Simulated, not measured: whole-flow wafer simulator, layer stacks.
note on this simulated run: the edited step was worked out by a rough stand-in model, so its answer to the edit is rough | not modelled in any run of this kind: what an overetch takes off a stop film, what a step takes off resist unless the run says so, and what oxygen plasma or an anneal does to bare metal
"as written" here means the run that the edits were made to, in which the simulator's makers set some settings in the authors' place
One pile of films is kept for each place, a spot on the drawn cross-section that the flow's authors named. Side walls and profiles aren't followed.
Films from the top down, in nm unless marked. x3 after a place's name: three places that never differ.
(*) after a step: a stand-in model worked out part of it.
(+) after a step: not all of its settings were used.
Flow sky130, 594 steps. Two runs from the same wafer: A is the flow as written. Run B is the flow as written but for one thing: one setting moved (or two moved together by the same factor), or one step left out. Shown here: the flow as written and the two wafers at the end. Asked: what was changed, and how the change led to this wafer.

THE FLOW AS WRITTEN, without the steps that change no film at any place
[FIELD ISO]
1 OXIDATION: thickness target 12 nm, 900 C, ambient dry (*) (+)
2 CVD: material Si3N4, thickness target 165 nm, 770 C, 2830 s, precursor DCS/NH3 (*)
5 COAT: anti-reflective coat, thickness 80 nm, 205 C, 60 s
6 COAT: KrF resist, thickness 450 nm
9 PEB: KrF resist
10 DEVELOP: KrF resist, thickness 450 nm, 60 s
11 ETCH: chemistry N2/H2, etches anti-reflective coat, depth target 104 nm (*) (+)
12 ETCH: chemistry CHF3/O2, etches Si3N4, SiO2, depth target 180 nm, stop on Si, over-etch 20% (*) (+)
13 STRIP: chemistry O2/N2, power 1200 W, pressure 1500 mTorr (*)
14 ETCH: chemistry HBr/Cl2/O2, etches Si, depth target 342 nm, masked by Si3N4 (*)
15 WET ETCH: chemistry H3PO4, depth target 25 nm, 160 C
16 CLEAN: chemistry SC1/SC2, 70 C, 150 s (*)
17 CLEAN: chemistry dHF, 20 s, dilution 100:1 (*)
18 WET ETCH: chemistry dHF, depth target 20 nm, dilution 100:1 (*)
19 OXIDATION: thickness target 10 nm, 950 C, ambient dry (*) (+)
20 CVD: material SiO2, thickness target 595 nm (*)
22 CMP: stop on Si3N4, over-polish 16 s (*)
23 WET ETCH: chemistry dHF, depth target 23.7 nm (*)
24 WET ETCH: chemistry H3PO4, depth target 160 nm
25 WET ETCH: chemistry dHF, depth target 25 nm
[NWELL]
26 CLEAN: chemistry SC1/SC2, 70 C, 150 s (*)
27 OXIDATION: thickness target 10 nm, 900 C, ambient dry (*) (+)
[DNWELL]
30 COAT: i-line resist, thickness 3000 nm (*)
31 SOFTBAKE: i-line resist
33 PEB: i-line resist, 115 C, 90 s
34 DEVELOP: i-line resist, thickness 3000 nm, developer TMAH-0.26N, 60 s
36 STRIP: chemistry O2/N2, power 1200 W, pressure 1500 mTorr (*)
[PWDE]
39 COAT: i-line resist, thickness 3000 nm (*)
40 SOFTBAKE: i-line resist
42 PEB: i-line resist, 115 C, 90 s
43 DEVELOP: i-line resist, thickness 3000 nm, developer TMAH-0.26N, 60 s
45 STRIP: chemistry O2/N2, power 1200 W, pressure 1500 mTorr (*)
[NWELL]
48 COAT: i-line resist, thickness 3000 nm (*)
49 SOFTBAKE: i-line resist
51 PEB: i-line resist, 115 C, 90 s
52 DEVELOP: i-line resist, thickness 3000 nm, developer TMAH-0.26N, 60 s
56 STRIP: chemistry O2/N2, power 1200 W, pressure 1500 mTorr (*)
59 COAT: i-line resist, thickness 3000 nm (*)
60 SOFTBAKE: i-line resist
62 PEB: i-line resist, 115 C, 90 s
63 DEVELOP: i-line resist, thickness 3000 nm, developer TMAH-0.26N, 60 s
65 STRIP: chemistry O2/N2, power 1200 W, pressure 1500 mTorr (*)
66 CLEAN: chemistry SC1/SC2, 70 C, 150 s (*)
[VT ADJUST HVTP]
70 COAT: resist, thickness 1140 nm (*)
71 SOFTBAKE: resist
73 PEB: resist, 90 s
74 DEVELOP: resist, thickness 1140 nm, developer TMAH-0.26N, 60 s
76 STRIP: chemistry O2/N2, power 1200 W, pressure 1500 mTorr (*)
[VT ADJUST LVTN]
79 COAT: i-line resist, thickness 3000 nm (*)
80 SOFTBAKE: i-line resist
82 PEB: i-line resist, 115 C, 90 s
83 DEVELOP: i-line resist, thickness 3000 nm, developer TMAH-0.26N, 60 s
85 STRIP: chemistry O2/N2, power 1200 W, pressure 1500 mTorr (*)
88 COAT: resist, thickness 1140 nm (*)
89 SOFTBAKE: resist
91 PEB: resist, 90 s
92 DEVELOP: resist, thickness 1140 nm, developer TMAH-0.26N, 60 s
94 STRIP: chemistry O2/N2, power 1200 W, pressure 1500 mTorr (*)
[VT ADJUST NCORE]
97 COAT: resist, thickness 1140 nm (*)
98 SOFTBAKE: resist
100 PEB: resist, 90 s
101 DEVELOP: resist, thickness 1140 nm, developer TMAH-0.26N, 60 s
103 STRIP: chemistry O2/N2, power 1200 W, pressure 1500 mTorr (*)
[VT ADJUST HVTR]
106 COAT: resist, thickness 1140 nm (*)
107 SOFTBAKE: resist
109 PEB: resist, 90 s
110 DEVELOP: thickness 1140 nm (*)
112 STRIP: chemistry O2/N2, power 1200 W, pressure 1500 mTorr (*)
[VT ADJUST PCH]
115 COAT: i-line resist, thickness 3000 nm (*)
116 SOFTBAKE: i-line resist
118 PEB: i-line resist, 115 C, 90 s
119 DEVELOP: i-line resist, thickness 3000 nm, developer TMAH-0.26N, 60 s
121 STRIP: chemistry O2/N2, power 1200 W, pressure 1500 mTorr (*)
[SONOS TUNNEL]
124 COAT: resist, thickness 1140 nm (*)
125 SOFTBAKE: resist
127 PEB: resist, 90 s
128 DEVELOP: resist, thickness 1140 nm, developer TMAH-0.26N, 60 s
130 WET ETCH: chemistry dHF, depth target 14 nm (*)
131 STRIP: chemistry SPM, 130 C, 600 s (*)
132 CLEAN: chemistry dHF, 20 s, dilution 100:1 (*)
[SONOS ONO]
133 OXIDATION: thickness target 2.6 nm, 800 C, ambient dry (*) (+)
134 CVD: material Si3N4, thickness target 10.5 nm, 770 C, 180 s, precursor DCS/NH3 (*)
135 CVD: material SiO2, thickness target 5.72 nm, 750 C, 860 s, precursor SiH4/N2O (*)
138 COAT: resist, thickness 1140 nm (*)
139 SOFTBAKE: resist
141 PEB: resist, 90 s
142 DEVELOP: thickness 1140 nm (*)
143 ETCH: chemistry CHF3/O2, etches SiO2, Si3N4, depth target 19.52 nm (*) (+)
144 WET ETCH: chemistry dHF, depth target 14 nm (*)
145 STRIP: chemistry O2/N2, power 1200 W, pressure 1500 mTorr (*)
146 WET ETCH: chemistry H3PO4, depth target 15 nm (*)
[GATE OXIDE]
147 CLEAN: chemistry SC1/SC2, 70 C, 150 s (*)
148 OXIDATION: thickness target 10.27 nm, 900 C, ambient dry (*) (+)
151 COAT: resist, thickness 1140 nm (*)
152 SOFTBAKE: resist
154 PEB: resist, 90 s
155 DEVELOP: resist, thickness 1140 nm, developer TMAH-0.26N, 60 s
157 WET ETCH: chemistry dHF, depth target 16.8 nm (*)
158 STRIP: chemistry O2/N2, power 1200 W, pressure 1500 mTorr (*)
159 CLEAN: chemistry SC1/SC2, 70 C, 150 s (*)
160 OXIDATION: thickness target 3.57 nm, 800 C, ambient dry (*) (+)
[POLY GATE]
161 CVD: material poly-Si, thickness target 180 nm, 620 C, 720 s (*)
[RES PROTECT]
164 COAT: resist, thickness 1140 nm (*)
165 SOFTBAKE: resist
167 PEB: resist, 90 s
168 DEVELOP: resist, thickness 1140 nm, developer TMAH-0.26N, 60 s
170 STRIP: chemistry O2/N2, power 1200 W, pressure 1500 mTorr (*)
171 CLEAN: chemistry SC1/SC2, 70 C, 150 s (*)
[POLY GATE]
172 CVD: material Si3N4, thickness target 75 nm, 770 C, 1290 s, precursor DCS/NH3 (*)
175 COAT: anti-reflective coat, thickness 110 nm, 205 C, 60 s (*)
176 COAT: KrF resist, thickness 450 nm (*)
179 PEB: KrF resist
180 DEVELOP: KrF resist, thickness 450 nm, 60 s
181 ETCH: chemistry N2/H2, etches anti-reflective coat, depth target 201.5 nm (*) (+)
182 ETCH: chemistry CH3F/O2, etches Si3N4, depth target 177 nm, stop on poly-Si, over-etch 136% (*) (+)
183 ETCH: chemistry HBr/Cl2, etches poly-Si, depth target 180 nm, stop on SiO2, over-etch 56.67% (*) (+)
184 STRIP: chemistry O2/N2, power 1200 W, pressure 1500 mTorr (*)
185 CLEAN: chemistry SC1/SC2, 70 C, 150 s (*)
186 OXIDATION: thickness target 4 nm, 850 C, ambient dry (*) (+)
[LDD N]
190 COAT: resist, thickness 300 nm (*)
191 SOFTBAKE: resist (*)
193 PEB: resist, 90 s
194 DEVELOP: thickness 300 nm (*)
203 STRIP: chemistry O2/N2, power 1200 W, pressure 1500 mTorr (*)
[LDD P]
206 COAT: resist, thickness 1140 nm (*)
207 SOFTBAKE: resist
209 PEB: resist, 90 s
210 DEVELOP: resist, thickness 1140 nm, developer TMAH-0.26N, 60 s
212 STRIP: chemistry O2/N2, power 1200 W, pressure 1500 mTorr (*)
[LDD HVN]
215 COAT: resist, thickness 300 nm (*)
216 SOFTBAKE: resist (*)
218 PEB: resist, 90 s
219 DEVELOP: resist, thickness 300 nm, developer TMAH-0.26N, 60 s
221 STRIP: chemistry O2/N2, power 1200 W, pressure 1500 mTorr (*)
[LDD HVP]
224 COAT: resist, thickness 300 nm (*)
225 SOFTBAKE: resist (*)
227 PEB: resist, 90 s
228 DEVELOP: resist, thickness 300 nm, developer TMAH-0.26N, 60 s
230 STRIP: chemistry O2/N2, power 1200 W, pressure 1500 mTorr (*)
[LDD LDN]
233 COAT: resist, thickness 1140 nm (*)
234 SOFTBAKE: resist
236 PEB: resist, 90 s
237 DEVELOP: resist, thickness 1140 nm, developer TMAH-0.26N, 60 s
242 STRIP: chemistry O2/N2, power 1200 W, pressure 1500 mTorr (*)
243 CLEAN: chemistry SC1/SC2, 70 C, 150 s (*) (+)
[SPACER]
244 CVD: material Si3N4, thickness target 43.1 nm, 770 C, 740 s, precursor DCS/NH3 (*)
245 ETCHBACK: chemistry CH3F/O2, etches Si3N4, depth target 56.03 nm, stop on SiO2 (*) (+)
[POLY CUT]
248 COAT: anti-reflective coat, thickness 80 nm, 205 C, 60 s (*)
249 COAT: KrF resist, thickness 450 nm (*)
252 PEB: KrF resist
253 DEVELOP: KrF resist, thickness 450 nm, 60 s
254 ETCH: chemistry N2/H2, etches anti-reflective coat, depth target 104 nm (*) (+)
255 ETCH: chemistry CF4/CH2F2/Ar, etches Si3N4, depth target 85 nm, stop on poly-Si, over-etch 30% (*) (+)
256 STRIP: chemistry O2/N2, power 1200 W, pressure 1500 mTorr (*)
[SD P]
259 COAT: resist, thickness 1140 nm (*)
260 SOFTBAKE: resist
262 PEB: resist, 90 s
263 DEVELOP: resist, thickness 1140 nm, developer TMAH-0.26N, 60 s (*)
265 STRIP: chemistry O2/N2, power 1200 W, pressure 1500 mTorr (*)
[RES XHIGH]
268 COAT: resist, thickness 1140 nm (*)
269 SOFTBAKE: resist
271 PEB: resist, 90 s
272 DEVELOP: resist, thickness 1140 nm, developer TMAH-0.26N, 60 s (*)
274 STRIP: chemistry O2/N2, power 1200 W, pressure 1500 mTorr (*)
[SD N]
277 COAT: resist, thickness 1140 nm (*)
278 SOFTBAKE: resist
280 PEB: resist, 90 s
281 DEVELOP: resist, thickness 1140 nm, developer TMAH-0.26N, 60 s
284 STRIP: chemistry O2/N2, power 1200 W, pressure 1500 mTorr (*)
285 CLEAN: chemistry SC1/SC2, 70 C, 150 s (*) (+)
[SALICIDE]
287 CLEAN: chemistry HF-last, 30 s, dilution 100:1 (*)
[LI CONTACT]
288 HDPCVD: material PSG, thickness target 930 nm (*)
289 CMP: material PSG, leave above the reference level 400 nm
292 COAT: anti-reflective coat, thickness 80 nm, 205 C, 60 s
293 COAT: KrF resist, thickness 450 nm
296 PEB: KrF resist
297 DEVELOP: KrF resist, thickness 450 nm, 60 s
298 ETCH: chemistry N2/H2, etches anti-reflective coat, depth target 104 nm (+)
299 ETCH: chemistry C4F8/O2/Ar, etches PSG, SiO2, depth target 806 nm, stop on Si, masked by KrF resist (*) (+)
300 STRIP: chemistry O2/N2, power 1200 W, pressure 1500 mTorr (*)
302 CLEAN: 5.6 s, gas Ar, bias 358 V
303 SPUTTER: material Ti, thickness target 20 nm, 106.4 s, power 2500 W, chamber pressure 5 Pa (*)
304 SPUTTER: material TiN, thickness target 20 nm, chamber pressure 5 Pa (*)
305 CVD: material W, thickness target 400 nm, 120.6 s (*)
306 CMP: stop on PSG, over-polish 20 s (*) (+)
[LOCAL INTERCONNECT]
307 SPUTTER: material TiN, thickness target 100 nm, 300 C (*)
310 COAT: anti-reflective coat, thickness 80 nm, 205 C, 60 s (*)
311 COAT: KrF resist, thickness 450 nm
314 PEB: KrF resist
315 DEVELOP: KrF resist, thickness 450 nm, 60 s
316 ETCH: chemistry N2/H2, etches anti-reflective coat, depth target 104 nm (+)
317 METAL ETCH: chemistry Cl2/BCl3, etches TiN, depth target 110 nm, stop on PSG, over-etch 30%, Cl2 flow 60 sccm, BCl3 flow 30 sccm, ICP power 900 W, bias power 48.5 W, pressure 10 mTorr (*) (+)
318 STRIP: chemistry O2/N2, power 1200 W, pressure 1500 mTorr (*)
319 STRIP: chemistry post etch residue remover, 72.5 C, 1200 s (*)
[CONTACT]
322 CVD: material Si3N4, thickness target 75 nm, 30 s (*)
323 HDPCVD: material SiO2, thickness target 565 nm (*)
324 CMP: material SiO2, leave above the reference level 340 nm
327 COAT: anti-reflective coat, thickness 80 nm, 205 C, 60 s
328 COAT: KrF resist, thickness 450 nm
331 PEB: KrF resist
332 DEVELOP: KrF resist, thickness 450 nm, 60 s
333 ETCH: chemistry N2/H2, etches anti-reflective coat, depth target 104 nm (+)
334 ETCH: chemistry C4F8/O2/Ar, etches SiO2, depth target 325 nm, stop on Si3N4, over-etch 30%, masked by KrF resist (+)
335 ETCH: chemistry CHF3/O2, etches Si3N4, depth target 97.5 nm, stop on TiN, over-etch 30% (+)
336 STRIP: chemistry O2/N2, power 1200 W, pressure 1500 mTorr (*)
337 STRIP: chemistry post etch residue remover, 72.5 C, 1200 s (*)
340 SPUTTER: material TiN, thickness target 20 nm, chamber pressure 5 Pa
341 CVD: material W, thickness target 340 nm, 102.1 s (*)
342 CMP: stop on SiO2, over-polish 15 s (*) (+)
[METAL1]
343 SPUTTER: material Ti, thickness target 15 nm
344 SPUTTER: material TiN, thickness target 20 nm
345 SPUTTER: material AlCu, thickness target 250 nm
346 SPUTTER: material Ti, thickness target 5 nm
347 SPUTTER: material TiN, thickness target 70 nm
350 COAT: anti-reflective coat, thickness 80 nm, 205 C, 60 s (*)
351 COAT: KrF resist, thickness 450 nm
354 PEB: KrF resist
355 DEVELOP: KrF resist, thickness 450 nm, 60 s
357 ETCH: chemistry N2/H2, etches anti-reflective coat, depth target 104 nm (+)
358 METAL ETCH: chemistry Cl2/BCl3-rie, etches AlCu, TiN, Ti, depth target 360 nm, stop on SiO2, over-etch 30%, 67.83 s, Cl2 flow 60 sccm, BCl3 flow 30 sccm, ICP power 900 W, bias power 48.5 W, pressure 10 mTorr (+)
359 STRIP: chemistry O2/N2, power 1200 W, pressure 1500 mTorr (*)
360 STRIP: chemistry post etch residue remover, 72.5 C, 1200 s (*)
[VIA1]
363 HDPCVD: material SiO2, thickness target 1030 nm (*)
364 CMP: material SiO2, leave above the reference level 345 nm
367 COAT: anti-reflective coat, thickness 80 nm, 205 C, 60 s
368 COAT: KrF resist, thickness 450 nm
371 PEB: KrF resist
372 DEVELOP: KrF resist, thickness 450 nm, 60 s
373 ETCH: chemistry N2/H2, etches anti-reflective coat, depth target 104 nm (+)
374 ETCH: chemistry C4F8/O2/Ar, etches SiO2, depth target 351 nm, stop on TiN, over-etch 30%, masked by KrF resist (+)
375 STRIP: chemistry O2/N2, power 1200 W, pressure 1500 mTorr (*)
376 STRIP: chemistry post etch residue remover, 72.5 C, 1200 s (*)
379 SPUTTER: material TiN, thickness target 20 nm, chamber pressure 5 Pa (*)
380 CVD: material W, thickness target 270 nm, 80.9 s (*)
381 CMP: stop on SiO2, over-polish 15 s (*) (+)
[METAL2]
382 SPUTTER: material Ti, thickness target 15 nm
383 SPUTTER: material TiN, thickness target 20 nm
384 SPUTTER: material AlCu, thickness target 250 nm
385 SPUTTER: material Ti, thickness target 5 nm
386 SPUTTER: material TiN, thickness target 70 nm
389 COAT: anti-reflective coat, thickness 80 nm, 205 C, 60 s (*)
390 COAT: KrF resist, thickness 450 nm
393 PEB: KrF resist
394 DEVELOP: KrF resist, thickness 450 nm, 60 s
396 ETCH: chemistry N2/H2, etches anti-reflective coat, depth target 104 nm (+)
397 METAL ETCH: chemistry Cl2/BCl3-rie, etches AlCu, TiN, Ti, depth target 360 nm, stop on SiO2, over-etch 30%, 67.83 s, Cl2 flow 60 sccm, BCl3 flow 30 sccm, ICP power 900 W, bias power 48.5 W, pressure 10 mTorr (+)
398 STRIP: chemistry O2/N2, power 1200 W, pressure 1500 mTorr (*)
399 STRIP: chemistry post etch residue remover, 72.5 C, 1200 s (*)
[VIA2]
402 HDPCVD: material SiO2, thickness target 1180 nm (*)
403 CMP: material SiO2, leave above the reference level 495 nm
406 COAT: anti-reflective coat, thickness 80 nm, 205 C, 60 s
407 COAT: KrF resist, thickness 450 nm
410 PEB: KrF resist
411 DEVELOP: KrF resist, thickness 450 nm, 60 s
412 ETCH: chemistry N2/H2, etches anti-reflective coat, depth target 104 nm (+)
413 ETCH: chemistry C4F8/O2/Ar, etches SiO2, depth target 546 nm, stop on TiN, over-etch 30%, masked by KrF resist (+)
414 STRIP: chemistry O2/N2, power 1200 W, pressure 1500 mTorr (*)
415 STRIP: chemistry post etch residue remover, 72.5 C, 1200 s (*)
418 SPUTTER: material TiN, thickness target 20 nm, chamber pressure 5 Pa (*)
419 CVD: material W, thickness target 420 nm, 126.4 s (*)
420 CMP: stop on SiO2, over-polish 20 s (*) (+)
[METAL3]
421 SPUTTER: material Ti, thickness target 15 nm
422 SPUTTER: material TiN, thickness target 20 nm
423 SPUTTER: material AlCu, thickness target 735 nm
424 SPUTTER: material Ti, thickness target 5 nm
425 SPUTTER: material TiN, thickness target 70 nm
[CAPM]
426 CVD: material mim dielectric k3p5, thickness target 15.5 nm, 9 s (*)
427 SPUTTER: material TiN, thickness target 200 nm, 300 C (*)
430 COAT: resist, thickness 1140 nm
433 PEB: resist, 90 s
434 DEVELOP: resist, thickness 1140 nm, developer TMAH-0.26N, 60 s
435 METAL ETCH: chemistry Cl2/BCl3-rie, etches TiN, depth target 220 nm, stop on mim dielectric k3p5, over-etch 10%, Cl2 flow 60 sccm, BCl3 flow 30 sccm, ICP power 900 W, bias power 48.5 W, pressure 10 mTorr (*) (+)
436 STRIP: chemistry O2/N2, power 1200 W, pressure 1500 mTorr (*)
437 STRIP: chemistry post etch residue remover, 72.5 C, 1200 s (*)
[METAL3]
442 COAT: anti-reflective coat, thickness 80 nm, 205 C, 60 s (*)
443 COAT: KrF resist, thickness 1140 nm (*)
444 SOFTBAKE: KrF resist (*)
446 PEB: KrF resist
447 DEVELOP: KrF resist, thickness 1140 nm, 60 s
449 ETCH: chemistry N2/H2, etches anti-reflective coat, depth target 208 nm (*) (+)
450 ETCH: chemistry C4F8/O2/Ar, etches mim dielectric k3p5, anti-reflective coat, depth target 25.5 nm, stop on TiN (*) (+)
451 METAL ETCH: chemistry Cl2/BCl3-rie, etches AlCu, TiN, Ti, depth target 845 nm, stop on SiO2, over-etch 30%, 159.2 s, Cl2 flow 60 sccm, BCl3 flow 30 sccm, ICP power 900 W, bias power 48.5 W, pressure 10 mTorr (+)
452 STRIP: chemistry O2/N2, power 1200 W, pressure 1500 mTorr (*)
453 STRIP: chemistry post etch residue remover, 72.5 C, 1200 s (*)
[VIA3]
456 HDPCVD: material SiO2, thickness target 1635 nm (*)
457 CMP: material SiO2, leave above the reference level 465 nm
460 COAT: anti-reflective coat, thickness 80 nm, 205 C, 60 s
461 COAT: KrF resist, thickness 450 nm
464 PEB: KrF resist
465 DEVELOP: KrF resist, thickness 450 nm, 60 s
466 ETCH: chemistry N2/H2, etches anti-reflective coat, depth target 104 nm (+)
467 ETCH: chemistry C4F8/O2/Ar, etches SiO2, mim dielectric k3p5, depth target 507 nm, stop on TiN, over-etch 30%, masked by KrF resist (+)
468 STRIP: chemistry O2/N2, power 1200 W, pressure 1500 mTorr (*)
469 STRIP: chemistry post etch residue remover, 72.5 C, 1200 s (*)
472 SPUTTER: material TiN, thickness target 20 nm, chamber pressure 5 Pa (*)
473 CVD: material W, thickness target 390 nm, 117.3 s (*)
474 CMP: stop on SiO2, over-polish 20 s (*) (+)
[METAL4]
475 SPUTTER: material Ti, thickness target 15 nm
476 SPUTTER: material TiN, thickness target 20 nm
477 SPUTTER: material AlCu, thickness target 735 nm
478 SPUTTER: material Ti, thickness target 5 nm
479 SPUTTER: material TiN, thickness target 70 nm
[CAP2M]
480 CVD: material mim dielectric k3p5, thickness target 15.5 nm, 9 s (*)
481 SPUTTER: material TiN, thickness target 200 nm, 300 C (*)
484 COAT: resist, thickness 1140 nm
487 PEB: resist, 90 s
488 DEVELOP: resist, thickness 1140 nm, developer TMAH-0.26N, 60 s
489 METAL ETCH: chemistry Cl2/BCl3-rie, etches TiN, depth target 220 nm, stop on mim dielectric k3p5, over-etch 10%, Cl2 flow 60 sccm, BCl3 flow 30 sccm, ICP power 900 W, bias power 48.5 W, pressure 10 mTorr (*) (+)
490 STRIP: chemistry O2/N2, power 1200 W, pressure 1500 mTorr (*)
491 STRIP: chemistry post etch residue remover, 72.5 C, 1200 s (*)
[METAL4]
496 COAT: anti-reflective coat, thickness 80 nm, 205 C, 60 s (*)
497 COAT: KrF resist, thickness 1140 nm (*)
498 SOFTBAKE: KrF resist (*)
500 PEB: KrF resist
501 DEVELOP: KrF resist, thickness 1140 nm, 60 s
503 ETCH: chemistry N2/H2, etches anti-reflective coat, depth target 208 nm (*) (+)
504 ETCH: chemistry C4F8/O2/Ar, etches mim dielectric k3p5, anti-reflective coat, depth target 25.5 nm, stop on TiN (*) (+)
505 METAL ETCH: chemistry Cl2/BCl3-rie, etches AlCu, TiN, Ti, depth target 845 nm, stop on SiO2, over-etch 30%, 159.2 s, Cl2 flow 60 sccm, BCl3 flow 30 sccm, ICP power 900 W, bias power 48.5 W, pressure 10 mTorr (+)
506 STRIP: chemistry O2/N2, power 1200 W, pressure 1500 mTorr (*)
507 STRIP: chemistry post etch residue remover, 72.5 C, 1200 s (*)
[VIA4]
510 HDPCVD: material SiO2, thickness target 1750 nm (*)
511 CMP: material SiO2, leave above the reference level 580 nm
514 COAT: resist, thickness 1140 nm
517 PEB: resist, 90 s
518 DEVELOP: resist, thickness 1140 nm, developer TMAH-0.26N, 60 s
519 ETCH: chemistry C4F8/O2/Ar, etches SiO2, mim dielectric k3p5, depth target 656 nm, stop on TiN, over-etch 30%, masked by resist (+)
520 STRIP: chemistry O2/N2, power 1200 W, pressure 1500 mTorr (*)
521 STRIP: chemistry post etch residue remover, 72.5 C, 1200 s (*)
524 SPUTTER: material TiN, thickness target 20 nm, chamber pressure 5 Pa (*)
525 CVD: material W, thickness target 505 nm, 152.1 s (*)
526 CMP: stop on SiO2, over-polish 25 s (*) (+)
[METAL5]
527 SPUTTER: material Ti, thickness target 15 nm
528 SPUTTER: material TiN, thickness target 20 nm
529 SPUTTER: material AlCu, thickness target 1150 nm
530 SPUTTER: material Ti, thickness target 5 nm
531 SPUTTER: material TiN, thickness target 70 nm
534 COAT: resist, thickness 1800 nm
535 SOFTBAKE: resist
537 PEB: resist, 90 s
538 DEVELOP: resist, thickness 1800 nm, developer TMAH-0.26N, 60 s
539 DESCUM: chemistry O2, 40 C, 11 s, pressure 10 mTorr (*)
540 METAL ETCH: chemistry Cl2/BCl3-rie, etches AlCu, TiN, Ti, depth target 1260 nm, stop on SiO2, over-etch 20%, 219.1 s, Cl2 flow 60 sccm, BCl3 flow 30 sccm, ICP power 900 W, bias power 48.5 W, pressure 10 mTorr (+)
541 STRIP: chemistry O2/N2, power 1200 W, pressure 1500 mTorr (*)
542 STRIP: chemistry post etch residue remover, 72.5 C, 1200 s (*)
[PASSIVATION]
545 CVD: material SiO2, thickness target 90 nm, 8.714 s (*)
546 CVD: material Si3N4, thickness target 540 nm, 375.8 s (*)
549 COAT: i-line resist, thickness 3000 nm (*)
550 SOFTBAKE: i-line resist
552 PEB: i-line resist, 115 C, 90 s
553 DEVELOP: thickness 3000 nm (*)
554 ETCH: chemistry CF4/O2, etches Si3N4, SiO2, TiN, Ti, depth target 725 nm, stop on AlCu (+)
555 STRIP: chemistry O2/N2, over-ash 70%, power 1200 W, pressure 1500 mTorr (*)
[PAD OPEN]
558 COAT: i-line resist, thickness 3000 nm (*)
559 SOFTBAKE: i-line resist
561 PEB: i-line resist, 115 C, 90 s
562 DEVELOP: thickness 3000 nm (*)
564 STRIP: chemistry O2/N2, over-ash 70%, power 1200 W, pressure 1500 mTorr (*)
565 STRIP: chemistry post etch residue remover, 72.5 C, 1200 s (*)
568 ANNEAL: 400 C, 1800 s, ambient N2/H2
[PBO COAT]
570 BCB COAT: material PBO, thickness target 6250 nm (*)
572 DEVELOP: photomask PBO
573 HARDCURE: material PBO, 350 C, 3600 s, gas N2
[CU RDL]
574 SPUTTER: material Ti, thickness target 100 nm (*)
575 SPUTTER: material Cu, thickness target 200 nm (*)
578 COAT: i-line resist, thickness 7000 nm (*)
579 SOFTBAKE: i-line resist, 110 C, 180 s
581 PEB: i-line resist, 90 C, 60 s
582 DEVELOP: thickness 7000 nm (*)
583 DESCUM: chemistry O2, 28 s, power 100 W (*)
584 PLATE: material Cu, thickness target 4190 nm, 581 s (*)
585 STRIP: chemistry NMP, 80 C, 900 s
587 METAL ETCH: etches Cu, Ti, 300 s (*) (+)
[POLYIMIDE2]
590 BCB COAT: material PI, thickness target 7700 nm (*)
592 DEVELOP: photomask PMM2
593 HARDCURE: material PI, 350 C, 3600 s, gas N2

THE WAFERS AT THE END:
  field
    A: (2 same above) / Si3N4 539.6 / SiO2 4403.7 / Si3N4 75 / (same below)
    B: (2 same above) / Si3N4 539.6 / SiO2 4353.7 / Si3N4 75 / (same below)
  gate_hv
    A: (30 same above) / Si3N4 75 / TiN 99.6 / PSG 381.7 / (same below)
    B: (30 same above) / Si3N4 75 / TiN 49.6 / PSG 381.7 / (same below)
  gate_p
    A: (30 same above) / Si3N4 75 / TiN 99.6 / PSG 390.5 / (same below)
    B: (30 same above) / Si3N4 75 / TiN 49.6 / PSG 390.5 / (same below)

The cause: step 307, SPUTTER: thickness target 50 nm was run, where the flow has thickness target 100 nm.

How the change led to this, step by step:
  307 SPUTTER: material TiN, thickness target 100 nm, 300 C (*)
      field, active, n_well and 188 more: A TiN +100 (new film) | B TiN +50 (new film)
  317 METAL ETCH: chemistry Cl2/BCl3, etches TiN, depth target 110 nm, stop on PSG, over-etch 30%, Cl2 flow 60 sccm, BCl3 flow 30 sccm, ICP power 900 W, bias power 48.5 W, pressure 10 mTorr (*) (+)
      n_well, p_well, gate_hv and 97 more: A KrF resist -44 | B KrF resist -25.3
      field, active, gate and 88 more: A TiN -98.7 (all of it) | B TiN -48.7 (all of it)
  318 STRIP: chemistry O2/N2, power 1200 W, pressure 1500 mTorr (*)
      n_well, p_well, gate_hv and 93 more: A KrF resist -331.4 (all of it), anti-reflective coat -80 (all of it) | B KrF resist -350.1 (all of it), anti-reflective coat -80 (all of it)
      poly_licon, rpo_hd_licon: A KrF resist -331.5 (all of it), anti-reflective coat -80.4 (all of it) | B KrF resist -350.2 (all of it), anti-reflective coat -80.4 (all of it)
      (and at 2 more places)
  324 CMP: material SiO2, leave above the reference level 340 nm
      field, active, gate and 88 more: A SiO2 -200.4 | B SiO2 -250.4
